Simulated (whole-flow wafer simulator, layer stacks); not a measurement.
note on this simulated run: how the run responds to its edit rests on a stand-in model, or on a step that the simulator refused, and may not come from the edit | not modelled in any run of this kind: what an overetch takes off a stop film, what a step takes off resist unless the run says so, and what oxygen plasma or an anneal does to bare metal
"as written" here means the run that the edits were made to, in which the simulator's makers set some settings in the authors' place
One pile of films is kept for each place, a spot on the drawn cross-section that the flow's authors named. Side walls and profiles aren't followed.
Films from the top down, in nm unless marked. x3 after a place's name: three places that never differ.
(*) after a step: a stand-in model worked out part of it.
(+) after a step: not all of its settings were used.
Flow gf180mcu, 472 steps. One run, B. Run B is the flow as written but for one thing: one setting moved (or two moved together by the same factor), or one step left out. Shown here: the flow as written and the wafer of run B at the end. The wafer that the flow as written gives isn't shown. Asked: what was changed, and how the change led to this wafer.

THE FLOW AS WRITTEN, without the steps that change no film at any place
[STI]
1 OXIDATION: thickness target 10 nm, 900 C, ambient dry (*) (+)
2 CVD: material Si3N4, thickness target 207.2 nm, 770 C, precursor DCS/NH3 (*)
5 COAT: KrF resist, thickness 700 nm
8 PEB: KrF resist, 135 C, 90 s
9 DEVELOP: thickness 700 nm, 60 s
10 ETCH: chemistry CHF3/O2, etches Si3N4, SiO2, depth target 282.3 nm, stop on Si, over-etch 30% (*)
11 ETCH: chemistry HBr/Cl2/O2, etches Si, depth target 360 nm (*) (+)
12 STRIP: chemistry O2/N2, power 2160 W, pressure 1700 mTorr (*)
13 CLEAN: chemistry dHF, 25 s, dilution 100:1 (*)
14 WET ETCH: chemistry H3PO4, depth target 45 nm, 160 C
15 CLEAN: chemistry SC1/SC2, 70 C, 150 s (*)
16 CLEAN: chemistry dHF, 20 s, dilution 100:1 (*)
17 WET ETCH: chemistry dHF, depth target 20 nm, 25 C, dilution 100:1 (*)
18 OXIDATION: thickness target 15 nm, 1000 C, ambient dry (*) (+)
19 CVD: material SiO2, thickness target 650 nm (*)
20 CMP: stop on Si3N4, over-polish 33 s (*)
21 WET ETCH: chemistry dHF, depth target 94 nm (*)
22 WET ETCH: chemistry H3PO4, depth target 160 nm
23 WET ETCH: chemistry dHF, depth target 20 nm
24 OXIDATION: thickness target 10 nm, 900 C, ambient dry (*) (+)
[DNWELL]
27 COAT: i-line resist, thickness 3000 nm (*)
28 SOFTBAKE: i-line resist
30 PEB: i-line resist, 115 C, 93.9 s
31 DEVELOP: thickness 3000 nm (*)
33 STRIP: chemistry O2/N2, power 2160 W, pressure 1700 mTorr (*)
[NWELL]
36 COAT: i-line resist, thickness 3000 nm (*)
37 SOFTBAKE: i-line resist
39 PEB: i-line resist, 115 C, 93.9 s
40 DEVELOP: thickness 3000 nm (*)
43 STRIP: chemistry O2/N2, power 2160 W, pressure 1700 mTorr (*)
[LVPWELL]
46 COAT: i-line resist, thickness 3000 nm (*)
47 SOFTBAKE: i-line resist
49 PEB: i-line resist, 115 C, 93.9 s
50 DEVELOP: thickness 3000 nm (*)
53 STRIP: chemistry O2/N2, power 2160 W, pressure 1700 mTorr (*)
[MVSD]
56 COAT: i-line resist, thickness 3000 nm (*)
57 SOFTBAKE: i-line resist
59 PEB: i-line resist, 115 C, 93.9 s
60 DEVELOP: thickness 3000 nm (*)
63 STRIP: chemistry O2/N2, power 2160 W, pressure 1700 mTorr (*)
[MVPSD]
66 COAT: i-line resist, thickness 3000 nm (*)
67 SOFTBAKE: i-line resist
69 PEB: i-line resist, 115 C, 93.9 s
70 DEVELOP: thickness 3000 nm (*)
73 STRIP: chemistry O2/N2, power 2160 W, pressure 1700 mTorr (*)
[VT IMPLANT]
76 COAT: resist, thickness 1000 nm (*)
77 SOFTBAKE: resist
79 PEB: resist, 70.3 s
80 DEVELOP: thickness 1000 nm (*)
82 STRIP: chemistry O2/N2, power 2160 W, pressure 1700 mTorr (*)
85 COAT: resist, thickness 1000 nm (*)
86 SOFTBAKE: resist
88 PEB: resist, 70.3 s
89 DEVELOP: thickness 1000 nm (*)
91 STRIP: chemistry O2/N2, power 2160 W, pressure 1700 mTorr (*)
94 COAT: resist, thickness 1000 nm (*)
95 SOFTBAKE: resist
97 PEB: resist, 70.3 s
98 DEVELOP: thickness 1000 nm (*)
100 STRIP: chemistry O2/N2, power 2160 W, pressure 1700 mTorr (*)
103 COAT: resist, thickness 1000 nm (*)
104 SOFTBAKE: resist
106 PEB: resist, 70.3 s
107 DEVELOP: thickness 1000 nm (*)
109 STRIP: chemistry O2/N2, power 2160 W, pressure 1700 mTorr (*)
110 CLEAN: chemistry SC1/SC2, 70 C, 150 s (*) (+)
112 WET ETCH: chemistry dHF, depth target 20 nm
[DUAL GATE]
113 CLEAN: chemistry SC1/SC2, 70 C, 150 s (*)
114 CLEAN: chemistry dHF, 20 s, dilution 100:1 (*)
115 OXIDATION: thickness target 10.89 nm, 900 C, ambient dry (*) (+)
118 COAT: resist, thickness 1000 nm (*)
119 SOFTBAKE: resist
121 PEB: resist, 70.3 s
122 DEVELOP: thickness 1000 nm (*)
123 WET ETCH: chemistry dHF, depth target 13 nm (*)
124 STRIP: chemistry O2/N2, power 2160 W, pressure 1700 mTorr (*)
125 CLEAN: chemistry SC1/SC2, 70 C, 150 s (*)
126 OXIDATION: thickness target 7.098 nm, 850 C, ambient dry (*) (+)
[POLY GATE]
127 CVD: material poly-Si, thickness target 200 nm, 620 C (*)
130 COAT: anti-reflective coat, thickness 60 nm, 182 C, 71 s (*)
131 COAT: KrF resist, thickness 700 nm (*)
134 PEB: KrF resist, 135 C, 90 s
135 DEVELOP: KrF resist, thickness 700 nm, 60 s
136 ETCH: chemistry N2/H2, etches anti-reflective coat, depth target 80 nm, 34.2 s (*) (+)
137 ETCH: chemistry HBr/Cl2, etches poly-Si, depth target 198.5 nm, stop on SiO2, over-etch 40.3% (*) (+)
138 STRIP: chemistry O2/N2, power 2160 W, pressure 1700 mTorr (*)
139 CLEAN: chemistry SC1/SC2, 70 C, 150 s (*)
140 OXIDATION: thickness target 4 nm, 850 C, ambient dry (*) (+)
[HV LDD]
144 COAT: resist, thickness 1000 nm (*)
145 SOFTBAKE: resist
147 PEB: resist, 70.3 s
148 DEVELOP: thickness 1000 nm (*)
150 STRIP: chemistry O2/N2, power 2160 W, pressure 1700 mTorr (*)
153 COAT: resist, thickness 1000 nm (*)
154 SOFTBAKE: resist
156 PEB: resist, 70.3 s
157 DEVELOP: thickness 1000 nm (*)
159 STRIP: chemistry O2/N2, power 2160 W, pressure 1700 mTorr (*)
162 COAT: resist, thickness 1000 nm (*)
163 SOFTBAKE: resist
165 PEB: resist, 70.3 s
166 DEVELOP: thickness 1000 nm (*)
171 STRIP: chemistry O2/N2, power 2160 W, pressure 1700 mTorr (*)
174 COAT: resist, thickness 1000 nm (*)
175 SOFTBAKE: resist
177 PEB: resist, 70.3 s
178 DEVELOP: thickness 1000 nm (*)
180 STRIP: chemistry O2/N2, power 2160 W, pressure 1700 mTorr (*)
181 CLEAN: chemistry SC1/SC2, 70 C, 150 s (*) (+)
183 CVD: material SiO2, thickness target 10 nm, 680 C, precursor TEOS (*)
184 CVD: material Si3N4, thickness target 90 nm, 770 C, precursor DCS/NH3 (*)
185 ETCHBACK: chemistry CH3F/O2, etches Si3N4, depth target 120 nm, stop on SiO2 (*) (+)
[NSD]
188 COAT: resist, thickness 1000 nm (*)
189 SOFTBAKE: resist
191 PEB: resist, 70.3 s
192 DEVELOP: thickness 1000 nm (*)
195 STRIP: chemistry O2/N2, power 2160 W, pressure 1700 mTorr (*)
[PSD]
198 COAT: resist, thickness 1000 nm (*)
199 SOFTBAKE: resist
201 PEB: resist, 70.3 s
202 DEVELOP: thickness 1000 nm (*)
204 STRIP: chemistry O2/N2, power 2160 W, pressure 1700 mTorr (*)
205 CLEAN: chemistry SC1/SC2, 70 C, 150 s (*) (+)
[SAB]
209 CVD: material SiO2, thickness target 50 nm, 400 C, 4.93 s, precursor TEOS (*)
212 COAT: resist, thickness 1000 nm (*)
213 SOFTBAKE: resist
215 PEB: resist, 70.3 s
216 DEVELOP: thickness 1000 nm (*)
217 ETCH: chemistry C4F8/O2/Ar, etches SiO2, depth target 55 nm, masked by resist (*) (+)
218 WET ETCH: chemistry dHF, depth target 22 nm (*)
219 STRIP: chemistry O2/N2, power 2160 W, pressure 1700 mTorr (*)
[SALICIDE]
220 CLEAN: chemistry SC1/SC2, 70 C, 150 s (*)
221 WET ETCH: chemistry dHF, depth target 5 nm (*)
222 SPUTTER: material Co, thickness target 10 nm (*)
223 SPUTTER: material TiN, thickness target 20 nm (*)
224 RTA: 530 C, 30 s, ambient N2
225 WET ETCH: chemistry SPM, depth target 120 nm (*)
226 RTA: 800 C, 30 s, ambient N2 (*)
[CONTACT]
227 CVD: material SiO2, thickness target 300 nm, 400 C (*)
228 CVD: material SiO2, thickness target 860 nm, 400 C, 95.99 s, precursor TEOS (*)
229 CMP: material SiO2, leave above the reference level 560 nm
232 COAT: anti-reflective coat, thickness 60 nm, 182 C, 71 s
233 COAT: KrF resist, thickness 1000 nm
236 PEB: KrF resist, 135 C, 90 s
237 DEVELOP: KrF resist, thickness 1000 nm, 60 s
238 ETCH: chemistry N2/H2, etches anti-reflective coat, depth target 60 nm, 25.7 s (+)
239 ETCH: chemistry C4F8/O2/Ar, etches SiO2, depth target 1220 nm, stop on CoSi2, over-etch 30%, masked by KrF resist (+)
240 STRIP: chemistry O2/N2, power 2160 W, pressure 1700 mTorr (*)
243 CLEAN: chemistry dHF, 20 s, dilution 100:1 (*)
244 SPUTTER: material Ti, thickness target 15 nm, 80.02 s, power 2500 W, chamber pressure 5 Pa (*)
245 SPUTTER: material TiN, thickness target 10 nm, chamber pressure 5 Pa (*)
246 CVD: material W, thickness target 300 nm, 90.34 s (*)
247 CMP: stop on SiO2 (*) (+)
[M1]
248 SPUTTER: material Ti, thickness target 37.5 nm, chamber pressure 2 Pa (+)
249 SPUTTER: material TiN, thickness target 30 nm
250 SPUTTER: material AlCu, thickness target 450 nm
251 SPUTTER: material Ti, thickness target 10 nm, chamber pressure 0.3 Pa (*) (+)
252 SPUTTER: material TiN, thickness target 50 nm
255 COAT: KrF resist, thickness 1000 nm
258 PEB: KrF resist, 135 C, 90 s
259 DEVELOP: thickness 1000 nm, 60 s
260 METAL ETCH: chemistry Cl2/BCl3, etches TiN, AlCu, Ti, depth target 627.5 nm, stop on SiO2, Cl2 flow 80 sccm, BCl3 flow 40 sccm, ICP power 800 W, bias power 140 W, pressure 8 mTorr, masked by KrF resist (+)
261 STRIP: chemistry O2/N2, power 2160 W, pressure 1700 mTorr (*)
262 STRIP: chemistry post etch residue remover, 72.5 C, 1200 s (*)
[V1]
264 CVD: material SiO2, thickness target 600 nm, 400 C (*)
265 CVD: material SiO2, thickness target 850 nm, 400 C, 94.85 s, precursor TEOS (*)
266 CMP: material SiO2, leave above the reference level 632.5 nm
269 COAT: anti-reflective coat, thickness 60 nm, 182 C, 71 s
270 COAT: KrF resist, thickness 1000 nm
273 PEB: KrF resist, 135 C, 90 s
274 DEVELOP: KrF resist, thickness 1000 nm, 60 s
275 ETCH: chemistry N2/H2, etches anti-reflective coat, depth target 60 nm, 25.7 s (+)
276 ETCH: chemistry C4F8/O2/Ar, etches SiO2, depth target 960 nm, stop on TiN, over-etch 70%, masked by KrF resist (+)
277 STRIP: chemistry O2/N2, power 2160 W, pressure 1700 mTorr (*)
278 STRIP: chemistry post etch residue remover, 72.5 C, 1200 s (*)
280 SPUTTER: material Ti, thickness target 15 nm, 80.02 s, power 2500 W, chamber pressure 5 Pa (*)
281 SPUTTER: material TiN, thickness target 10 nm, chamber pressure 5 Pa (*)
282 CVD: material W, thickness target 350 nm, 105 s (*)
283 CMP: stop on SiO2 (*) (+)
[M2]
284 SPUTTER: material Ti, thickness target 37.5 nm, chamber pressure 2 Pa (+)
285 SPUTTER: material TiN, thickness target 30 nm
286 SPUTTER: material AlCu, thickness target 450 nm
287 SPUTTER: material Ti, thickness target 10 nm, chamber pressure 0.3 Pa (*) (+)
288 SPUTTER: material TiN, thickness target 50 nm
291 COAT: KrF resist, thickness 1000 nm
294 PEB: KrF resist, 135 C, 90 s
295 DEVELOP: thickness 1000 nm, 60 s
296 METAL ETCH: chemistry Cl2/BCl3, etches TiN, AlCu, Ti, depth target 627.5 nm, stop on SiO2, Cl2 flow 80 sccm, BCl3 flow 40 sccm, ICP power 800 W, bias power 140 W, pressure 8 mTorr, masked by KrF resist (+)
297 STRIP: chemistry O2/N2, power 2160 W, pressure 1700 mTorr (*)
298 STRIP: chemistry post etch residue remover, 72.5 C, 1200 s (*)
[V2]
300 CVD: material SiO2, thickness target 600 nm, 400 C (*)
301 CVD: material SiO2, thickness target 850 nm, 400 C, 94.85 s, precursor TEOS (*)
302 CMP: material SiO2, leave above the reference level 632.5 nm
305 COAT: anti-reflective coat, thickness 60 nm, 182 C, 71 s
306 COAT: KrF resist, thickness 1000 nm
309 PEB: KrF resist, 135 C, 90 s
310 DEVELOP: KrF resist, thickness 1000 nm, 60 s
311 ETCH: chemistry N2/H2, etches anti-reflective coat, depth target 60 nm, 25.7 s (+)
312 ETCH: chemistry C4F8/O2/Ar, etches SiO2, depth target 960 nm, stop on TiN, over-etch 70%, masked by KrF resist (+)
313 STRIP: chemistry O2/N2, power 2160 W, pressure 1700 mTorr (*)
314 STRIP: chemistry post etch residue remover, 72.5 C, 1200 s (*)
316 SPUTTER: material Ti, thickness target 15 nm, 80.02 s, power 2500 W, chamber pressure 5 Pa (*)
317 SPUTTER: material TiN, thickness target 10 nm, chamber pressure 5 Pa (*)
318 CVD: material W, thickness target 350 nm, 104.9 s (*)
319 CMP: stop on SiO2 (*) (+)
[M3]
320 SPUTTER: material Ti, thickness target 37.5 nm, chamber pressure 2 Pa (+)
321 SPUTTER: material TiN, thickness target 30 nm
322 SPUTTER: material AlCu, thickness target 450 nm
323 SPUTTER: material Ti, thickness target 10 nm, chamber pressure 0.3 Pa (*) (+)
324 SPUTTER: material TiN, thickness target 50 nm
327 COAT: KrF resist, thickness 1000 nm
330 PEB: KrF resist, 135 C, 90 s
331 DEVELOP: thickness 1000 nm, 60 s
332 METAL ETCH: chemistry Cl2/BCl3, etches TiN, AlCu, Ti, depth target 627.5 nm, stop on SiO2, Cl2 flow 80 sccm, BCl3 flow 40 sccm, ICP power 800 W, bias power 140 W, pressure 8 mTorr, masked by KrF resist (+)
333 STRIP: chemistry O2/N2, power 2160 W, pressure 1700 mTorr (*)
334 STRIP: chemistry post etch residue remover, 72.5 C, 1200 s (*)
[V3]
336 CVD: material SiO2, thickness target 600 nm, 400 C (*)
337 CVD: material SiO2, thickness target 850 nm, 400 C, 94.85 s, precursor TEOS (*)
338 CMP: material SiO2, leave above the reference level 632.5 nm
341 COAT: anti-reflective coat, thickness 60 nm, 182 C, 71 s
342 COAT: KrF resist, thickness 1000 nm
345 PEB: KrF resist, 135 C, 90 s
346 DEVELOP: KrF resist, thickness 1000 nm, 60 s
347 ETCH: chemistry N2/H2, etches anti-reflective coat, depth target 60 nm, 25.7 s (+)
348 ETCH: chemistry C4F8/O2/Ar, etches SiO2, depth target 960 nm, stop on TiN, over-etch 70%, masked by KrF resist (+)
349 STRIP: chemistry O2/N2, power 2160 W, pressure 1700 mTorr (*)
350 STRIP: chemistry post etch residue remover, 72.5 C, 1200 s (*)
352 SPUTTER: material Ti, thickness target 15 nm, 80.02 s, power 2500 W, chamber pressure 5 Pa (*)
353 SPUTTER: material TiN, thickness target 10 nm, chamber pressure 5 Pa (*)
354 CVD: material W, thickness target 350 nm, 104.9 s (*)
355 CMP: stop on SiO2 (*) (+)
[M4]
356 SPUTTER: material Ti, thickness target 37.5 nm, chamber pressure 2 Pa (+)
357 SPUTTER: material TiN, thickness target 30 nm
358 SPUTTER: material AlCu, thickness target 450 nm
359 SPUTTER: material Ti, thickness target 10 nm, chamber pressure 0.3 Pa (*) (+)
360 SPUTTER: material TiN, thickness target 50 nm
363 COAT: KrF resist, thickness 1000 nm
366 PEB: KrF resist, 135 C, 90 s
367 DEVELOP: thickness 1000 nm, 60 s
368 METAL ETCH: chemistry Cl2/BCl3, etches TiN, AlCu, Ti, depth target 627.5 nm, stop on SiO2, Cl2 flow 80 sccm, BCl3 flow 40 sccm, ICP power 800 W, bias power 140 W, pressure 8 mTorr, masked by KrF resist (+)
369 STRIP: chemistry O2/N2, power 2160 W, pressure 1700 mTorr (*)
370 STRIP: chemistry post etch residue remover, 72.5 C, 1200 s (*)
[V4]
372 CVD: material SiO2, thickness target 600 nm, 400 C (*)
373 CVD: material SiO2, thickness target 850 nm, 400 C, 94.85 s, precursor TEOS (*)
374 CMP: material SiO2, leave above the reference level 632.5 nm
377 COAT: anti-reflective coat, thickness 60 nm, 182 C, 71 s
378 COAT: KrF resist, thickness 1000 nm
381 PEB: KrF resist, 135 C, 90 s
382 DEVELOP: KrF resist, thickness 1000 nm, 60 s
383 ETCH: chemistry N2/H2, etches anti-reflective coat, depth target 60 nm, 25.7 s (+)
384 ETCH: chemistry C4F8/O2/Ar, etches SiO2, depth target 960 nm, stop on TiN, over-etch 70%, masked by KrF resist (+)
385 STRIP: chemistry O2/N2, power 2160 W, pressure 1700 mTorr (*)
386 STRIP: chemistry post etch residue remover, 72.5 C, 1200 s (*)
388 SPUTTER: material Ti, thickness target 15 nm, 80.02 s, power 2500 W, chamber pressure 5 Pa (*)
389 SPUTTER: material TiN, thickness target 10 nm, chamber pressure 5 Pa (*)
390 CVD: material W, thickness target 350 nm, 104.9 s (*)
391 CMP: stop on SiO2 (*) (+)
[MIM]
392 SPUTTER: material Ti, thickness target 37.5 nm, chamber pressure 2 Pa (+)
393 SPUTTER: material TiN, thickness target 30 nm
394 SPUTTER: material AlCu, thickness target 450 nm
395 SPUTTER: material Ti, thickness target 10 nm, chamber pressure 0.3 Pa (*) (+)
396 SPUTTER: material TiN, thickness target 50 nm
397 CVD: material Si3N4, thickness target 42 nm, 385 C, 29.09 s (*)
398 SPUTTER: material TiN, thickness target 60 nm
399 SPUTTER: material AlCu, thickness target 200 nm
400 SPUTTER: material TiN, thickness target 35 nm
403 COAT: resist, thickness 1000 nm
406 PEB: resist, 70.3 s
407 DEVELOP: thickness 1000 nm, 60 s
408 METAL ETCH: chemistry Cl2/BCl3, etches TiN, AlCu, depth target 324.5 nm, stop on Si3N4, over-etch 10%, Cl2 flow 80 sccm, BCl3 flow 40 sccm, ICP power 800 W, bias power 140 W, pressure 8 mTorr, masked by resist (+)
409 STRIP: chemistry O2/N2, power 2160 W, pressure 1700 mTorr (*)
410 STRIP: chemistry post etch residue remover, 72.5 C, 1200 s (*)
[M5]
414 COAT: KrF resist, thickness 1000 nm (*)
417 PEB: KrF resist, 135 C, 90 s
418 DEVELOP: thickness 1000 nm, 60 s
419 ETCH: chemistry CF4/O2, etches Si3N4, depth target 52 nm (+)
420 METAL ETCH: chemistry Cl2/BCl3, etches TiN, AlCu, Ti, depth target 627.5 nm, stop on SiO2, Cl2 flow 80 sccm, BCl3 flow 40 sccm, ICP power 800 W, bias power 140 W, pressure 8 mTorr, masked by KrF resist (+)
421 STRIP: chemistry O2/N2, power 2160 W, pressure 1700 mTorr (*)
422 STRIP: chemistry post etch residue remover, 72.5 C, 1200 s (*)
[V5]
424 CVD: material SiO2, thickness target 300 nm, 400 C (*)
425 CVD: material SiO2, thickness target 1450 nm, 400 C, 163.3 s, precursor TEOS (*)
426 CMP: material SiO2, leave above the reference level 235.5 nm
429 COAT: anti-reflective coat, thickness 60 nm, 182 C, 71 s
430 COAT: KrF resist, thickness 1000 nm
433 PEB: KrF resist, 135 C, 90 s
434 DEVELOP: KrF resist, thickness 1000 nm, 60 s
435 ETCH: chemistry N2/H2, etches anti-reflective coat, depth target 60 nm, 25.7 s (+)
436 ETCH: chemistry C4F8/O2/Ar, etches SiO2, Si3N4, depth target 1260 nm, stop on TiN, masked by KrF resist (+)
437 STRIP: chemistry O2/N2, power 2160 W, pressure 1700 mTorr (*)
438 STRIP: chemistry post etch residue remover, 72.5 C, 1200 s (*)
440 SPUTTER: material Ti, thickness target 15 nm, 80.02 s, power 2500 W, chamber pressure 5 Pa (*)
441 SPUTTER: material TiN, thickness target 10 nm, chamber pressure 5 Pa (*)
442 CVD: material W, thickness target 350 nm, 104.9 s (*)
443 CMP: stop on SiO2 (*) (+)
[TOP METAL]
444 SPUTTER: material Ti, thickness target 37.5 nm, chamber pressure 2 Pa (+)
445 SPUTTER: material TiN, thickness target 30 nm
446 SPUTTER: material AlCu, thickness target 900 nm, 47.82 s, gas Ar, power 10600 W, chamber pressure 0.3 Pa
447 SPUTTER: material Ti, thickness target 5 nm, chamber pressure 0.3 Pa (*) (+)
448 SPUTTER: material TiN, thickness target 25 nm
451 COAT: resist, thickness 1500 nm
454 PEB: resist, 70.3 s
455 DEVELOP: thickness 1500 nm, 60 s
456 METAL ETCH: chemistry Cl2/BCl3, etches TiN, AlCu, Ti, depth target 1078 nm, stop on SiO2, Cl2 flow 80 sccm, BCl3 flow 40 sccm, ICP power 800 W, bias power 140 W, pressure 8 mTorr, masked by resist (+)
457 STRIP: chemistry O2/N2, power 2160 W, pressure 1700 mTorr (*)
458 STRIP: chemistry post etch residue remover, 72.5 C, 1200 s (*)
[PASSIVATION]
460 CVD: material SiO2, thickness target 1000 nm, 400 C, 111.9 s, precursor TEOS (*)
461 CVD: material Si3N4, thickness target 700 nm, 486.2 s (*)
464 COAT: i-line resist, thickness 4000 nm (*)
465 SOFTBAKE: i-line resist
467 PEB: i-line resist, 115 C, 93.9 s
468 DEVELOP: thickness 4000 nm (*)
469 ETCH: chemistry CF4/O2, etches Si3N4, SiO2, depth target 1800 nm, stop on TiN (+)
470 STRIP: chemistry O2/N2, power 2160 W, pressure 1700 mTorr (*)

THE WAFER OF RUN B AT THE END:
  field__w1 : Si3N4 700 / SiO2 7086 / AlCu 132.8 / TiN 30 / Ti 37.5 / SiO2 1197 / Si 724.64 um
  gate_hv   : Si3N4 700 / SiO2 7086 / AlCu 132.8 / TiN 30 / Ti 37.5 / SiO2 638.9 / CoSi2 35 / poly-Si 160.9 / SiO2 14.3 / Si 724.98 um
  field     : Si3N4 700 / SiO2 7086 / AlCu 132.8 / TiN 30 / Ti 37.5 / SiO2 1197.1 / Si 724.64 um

The cause: step 250, SPUTTER: thickness target 706 nm was run, where the flow has thickness target 450 nm.

How the change led to this, step by step:
  250 SPUTTER: material AlCu, thickness target 450 nm
      field, field__w1, field__w2 and 108 more: AlCu +706 (new film) (as written it would be: AlCu +450 (new film))
  260 METAL ETCH: chemistry Cl2/BCl3, etches TiN, AlCu, Ti, depth target 627.5 nm, stop on SiO2, Cl2 flow 80 sccm, BCl3 flow 40 sccm, ICP power 800 W, bias power 140 W, pressure 8 mTorr, masked by KrF resist (+)
      field, field__w1, field__w2 and 99 more: TiN -50 (all of it), Ti -10 (all of it), AlCu -567.5 (as written it would be: TiN -50 (all of it), Ti -10 (all of it), AlCu -450 (all of it), TiN -30 (all of it), Ti -37.5 (all of it))
  262 STRIP: chemistry post etch residue remover, 72.5 C, 1200 s (*)
      field, field__w1, field__w2 and 99 more: AlCu -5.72 (as written it would be: nothing)
  264 CVD: material SiO2, thickness target 600 nm, 400 C (*)
      field, field__w1, field__w2 and 99 more: SiO2 +600 (new film) (as written it would be: SiO2 +600)
  266 CMP: material SiO2, leave above the reference level 632.5 nm
      field, field__w1, field__w2 and 99 more: SiO2 -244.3 (as written it would be: SiO2 -300)
Counting metal films that touch as one body, field__w1 has 1 body; the flow as written gives 0 bodies.
Counting metal films that touch as one body, gate_hv has 2 bodies (between them, from the top down: SiO2 638.9); the flow as written gives 1 body.
Counting metal films that touch as one body, field has 1 body; the flow as written gives 0 bodies.
